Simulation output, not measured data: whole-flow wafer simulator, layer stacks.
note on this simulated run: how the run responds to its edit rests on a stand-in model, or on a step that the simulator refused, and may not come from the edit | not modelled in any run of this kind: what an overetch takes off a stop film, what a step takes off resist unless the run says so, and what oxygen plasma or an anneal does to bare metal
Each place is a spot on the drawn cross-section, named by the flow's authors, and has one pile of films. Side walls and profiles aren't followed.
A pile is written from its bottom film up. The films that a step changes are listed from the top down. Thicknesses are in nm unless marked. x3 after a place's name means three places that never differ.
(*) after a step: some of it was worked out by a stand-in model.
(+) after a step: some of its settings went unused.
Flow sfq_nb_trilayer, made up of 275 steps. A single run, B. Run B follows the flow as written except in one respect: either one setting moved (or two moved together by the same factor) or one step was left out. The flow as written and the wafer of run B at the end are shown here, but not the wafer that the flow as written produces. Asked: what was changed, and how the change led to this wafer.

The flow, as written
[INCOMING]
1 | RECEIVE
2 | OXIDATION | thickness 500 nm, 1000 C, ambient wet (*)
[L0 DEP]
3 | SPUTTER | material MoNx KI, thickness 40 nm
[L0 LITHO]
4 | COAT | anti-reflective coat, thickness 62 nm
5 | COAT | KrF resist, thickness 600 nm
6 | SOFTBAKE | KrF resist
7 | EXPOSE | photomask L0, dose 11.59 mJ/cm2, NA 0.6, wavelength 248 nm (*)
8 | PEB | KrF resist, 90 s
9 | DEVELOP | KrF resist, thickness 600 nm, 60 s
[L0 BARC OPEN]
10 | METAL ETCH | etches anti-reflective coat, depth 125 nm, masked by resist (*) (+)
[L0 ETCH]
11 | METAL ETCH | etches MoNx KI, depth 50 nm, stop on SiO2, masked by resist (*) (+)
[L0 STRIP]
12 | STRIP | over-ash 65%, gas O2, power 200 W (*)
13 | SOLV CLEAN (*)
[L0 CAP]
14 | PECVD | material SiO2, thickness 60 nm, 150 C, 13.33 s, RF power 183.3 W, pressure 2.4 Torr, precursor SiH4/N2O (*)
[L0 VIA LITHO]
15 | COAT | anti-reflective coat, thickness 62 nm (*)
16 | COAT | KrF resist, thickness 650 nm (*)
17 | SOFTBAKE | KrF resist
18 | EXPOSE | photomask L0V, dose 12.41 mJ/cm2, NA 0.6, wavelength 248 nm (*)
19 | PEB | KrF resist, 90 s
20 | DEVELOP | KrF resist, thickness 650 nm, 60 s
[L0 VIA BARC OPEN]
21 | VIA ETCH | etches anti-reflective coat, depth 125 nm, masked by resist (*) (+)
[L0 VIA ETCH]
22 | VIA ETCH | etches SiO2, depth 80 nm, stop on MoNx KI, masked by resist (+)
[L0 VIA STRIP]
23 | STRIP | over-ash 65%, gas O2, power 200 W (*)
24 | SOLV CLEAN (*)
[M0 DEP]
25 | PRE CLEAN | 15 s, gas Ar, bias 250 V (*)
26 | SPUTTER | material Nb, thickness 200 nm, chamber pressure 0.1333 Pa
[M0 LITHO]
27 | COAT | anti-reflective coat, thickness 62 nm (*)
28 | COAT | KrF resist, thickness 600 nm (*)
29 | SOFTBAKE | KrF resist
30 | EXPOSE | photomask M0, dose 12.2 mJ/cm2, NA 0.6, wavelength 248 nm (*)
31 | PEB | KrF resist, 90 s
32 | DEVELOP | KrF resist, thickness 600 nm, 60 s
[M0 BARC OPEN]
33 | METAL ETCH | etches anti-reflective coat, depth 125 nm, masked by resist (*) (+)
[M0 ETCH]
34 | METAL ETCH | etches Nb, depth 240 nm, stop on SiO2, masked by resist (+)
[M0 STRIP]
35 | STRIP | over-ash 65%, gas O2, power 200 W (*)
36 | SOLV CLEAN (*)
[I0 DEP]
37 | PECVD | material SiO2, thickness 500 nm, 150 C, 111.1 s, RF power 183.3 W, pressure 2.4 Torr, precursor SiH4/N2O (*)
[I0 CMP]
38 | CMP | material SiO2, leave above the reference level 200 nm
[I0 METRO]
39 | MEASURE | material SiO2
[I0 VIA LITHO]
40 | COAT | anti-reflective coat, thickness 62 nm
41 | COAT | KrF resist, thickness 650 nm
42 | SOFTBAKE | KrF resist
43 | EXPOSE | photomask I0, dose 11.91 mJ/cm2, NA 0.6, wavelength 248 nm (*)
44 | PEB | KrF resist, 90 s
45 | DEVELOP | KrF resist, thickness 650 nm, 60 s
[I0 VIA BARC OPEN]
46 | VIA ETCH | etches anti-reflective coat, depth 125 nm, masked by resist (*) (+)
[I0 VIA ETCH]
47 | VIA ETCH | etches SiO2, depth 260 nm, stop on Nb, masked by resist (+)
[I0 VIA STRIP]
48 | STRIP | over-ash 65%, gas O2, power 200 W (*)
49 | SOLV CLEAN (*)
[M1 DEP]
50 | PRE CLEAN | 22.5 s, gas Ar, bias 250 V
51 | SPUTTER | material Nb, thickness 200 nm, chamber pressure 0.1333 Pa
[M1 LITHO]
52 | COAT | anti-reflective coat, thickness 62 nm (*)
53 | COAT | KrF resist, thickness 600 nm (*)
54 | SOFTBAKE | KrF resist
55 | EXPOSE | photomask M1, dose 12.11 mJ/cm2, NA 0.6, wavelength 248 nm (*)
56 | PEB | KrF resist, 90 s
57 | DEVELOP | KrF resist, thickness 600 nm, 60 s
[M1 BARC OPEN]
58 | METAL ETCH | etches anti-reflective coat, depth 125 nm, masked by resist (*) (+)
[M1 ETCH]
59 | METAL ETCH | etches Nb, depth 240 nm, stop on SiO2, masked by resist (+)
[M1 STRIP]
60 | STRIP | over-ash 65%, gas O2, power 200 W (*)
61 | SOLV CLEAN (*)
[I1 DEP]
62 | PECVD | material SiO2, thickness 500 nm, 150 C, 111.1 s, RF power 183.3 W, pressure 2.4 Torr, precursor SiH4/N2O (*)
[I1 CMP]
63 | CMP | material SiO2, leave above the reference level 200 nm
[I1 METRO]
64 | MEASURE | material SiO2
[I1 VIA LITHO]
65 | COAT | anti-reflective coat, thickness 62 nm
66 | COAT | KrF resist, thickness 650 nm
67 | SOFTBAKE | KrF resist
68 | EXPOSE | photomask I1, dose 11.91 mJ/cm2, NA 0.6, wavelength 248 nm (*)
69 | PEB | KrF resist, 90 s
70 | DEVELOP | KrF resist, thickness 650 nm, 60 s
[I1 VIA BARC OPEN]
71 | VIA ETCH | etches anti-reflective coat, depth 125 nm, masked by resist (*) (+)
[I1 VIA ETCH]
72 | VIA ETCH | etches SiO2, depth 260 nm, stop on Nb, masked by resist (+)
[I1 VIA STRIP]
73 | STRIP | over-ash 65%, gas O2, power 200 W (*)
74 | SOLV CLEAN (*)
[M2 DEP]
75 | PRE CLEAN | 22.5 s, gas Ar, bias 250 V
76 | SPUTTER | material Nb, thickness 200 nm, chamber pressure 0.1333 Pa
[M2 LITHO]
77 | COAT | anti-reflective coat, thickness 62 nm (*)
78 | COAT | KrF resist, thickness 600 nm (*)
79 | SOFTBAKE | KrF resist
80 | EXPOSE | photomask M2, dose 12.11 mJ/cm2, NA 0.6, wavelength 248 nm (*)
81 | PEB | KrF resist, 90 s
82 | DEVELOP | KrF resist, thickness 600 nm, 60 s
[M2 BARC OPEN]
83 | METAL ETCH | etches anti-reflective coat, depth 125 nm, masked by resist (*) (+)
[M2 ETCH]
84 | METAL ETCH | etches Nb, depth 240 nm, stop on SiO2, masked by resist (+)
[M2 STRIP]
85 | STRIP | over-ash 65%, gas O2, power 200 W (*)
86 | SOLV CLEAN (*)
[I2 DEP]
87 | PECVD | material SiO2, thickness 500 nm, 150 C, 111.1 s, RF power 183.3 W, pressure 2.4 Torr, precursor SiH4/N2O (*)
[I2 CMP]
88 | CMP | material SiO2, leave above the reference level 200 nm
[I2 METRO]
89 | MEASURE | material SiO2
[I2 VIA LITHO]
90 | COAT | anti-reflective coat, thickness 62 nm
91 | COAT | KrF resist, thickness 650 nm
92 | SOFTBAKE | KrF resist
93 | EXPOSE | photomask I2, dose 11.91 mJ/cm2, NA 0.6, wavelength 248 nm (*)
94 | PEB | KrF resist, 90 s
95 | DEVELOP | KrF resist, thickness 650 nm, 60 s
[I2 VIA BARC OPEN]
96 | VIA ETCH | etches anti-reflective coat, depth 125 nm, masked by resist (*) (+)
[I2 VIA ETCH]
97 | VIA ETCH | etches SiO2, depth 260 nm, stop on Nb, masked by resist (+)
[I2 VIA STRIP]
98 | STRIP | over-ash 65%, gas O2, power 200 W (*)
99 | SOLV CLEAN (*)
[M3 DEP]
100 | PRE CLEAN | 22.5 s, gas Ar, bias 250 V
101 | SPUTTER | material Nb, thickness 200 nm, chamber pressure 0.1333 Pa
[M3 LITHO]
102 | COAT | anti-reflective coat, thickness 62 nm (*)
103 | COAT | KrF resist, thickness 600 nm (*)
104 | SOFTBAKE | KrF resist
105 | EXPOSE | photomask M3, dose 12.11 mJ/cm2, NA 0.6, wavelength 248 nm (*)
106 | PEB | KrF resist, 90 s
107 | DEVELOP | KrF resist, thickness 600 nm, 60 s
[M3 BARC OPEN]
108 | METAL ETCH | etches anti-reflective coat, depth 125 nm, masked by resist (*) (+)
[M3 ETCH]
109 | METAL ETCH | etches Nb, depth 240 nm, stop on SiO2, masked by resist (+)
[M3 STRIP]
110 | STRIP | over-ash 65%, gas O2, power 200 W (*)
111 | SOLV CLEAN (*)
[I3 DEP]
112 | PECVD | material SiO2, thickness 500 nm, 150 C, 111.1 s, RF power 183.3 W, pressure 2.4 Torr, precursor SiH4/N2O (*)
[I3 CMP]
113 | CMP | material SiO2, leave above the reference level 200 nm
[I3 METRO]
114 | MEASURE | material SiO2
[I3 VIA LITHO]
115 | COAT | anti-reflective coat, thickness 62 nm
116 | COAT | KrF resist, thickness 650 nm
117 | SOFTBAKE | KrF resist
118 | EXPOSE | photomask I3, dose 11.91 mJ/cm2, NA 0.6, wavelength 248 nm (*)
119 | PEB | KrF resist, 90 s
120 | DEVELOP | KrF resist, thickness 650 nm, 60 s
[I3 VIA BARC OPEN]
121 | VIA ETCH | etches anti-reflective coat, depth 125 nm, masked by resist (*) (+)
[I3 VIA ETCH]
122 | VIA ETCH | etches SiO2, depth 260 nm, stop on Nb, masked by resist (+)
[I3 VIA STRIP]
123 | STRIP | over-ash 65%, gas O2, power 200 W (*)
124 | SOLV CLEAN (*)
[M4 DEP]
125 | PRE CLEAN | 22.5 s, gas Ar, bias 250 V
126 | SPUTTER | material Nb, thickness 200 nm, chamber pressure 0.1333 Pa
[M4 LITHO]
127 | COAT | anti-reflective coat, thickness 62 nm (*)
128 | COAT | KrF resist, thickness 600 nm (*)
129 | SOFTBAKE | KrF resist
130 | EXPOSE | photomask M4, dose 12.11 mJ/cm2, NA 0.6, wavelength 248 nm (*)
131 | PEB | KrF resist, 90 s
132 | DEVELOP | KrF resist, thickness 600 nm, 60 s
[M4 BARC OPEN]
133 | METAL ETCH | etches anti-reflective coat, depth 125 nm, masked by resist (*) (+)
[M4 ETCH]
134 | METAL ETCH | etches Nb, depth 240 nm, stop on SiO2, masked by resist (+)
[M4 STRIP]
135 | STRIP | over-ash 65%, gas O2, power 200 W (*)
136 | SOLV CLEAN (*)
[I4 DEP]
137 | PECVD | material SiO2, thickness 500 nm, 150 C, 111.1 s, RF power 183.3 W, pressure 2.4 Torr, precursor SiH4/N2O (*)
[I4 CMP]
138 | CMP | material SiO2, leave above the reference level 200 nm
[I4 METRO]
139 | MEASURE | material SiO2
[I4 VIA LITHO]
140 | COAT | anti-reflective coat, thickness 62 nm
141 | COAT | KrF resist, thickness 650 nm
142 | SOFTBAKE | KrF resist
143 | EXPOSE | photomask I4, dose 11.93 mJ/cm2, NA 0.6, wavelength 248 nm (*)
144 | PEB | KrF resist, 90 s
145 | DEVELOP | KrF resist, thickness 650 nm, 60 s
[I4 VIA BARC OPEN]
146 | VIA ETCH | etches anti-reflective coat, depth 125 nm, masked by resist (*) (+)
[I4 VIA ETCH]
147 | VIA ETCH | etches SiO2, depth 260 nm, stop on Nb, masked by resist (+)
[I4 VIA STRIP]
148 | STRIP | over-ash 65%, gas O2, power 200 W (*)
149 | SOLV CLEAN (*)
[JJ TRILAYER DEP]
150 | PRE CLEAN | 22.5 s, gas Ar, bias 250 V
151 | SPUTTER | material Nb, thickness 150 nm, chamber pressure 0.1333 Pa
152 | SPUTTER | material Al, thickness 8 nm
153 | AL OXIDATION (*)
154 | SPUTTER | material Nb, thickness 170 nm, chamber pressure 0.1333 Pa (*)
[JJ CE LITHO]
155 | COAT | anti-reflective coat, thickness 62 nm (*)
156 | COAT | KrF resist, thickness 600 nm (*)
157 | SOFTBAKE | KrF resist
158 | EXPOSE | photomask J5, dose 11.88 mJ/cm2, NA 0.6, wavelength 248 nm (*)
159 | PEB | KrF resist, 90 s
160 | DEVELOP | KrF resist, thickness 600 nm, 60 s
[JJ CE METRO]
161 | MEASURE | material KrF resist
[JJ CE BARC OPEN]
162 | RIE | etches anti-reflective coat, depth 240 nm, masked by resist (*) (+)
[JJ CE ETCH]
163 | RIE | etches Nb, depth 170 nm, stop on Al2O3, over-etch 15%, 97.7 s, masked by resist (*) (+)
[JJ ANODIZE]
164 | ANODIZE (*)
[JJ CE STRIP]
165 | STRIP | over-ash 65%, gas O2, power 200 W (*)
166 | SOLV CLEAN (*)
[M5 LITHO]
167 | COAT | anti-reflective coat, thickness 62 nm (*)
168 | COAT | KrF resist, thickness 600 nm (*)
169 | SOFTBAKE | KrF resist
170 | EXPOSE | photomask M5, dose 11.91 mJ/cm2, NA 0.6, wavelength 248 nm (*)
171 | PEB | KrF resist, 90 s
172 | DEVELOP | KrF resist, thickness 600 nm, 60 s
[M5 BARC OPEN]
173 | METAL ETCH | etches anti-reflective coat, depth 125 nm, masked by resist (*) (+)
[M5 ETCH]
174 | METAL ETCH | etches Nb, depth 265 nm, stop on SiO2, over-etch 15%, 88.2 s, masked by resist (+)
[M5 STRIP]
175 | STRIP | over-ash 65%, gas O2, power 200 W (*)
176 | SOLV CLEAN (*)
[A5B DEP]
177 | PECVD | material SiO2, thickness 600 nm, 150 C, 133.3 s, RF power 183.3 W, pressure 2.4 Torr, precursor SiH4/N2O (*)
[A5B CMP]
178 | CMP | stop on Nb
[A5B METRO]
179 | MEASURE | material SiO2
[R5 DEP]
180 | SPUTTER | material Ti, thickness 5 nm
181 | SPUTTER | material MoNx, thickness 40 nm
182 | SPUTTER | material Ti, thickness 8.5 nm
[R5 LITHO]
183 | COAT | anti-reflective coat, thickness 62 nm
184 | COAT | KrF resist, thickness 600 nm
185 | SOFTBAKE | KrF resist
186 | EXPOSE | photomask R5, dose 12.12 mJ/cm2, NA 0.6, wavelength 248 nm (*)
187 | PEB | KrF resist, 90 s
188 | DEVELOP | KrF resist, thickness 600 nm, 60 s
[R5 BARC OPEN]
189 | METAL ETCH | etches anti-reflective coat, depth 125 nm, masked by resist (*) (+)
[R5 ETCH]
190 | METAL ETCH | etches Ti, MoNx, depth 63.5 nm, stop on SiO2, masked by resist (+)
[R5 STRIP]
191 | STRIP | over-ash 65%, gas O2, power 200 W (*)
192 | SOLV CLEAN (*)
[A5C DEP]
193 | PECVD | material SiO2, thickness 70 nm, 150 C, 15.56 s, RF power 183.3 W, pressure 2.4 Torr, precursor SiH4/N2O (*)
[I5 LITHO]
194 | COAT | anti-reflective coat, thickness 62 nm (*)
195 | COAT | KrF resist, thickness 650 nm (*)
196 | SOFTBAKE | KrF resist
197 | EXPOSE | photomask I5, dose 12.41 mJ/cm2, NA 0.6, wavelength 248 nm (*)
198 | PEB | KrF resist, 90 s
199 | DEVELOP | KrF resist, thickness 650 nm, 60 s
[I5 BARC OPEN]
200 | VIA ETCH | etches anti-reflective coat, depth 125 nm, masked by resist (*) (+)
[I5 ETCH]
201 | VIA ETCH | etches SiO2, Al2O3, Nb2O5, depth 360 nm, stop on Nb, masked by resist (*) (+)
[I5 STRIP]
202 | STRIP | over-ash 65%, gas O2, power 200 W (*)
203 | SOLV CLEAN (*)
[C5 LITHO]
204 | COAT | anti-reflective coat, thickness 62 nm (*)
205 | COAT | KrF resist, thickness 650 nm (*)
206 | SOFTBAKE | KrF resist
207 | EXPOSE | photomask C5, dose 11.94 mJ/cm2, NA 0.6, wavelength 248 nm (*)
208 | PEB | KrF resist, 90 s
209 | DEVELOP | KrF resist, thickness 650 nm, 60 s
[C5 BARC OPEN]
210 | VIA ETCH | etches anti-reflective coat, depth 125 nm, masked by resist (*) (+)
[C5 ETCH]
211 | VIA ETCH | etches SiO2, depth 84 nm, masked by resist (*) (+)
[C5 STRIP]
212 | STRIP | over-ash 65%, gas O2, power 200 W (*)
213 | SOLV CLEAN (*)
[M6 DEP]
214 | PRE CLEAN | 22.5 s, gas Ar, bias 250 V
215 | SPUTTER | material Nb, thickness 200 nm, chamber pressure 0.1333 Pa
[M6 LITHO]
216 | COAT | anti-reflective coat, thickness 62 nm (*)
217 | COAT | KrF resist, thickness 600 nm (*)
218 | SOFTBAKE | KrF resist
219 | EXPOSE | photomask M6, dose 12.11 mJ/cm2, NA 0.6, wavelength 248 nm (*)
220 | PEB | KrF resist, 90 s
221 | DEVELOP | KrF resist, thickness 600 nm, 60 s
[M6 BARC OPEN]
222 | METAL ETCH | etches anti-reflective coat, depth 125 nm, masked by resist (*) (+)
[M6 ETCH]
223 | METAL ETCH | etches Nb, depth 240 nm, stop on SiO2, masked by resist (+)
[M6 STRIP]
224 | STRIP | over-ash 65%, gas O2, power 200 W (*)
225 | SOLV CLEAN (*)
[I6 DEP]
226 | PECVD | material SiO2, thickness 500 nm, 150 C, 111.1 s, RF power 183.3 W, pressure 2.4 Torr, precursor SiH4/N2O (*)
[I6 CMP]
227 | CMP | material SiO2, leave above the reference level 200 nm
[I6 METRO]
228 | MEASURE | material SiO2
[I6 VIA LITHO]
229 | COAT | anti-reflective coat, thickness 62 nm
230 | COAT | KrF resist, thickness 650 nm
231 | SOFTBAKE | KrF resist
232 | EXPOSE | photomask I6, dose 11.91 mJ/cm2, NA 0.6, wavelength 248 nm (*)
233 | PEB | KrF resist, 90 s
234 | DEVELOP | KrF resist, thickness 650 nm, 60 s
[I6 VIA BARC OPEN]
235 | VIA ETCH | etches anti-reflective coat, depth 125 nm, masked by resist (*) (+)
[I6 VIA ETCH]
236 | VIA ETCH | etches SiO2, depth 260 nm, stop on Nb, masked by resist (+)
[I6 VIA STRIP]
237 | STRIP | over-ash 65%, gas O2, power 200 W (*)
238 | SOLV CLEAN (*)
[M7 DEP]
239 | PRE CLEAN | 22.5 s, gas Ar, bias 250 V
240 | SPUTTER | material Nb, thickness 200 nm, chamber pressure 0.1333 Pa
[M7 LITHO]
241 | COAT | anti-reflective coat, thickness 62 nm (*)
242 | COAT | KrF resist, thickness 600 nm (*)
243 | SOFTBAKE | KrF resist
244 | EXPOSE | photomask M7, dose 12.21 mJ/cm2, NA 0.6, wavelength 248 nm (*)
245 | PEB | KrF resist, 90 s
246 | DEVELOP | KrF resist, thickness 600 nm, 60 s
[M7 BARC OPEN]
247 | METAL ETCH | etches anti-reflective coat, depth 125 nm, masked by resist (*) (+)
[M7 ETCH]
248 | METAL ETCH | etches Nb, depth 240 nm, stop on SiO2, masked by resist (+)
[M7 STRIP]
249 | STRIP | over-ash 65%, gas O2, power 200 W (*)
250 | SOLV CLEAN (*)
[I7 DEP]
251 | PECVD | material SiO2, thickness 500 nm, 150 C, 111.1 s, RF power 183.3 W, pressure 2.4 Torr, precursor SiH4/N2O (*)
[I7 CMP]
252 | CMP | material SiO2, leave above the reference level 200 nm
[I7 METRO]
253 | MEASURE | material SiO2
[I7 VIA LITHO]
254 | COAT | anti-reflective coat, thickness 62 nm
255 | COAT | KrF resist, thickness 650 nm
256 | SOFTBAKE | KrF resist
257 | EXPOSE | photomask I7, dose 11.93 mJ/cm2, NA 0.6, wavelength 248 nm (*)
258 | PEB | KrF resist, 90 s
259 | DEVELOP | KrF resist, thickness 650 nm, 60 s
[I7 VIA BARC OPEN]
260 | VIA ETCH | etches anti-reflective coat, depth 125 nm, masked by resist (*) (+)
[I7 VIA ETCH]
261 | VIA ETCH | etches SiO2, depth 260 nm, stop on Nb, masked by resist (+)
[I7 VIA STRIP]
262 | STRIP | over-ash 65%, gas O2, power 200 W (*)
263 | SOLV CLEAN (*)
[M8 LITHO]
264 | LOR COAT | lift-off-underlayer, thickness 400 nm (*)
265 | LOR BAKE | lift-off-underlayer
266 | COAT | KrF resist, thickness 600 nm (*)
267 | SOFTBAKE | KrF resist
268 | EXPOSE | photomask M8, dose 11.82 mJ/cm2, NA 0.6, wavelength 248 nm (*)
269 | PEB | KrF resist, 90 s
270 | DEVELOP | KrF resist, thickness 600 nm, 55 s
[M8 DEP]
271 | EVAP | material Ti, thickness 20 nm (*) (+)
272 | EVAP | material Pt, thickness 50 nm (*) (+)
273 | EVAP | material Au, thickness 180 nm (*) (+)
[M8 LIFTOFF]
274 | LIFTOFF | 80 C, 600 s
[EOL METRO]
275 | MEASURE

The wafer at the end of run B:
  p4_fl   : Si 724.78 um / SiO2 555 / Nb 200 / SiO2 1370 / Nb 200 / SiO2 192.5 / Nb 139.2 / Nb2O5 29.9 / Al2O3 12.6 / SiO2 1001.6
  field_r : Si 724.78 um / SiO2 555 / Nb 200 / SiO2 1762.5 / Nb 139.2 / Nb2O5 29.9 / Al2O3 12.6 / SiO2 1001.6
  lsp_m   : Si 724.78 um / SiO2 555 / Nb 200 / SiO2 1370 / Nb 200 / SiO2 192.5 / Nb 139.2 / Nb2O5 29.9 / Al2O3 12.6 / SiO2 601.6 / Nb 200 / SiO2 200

Cause: step 174, METAL ETCH: etches Nb, depth 265 nm, stop on SiO2, over-etch 15%, 88.2 s, masked by resist (+), was not run.

Step by step, how the change led to this:
  175 | STRIP | over-ash 65%, gas O2, power 200 W (*)
      l0r_line_l, l0r_line_c, l0r_space_c and 27 more: KrF resist loses 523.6 (all of it), anti-reflective coat loses 62 (all of it) (in the flow as written it would be: KrF resist loses 371.2 (all of it), anti-reflective coat loses 62 (all of it))
      v_sur: KrF resist loses 501.5 (all of it), anti-reflective coat loses 44.9 (all of it) (in the flow as written it would be: KrF resist loses 349.2 (all of it), anti-reflective coat loses 44.9 (all of it))
      (and at 22 other places as well)
  177 | PECVD | material SiO2, thickness 600 nm, 150 C, 133.3 s, RF power 183.3 W, pressure 2.4 Torr, precursor SiH4/N2O (*)
      field_l, p4_fl, p4_fm and 39 more: SiO2 gains 600 (new film) (in the flow as written it would be: SiO2 gains 600)
      r_sur, res, r_end, moat, field_r, lsp_l: SiO2 gains 600 (new film) (in the flow as written it would be: SiO2 gains 592.9)
      (and at 8 other places as well)
  178 | CMP | stop on Nb
      field_l, p4_fl, p4_fm and 39 more: SiO2 loses 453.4 (in the flow as written it would be: SiO2 loses 259.3)
      r_sur, res, r_end, moat, field_r, lsp_l: SiO2 loses 453.4 (in the flow as written it would be: SiO2 loses 252.3)
      (and at 8 other places as well)
Taking metal films that touch as one body, p4_fl has 3 bodies (between them, from the top down: SiO2 192.5; SiO2 1370); the flow as written gives 2 bodies (between them, from the top down: SiO2 1370).
Taking metal films that touch as one body, field_r has 2 bodies (between them, from the top down: SiO2 1762.5); the flow as written gives 1 body.
Taking metal films that touch as one body, lsp_m has 4 bodies (between them, from the top down: SiO2 601.6 / Al2O3 12.6 / Nb2O5 29.9; SiO2 192.5; SiO2 1370); the flow as written gives 3 bodies (between them, from the top down: SiO2 975.9; SiO2 1370).
